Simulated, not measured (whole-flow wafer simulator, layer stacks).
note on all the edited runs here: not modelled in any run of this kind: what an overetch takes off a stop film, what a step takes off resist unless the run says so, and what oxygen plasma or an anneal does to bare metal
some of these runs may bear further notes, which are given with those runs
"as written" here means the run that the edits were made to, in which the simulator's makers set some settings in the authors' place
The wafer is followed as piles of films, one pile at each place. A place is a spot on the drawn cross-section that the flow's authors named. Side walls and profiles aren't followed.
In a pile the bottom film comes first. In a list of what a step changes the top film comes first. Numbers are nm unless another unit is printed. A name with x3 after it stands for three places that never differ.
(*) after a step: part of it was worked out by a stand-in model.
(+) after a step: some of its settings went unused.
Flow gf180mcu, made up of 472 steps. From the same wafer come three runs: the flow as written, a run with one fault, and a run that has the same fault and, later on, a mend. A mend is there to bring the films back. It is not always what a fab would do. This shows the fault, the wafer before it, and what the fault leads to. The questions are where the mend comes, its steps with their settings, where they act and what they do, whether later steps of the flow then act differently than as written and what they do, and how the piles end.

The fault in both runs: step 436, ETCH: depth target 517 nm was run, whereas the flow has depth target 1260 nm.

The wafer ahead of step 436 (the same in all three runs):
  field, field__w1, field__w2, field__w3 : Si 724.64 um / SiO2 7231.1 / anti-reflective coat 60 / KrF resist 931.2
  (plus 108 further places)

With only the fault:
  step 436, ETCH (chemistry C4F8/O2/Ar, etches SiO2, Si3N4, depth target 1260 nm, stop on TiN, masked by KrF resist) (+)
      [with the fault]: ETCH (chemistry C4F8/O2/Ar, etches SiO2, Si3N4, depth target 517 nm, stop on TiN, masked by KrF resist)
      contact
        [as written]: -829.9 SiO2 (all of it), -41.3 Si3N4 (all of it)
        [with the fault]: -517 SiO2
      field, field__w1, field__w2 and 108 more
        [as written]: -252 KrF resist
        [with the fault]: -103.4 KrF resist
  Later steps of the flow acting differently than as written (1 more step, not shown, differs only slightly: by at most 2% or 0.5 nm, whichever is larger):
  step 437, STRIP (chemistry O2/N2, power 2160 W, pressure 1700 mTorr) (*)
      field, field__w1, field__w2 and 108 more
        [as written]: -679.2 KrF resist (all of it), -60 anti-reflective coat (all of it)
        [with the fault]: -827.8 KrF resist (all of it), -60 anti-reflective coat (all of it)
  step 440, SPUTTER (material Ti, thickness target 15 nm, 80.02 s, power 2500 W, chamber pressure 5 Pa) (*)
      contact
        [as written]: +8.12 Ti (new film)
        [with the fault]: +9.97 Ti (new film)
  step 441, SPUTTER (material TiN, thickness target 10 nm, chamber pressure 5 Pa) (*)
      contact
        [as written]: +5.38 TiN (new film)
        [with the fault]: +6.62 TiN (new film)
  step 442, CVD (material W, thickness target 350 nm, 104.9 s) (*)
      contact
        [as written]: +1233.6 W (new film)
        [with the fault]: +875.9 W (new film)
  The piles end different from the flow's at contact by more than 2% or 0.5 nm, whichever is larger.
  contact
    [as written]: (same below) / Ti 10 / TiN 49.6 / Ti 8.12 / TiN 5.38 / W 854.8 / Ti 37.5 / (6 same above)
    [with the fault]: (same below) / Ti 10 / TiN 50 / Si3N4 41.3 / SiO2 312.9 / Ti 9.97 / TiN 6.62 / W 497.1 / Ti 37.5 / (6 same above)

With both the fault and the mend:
  After step 436 comes the mend.
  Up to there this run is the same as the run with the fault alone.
  step 436a, ETCH (chemistry C4F8/O2/Ar, etches SiO2, Si3N4, depth target 743 nm, stop on TiN, masked by KrF resist) (+) (the flow's step 436, run once more with other settings)
      field, field__w1, field__w2 and 108 more
        -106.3 KrF resist
      contact
        -312.9 SiO2 (all of it), -41.3 Si3N4 (all of it)
  Later steps of the flow acting differently than as written:
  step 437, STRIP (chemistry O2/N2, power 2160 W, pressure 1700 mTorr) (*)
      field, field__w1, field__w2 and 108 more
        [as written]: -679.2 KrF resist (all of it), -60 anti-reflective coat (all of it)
        [with the mend]: -721.5 KrF resist (all of it), -60 anti-reflective coat (all of it)
  The piles end the same as the flow's at every place that both follow.
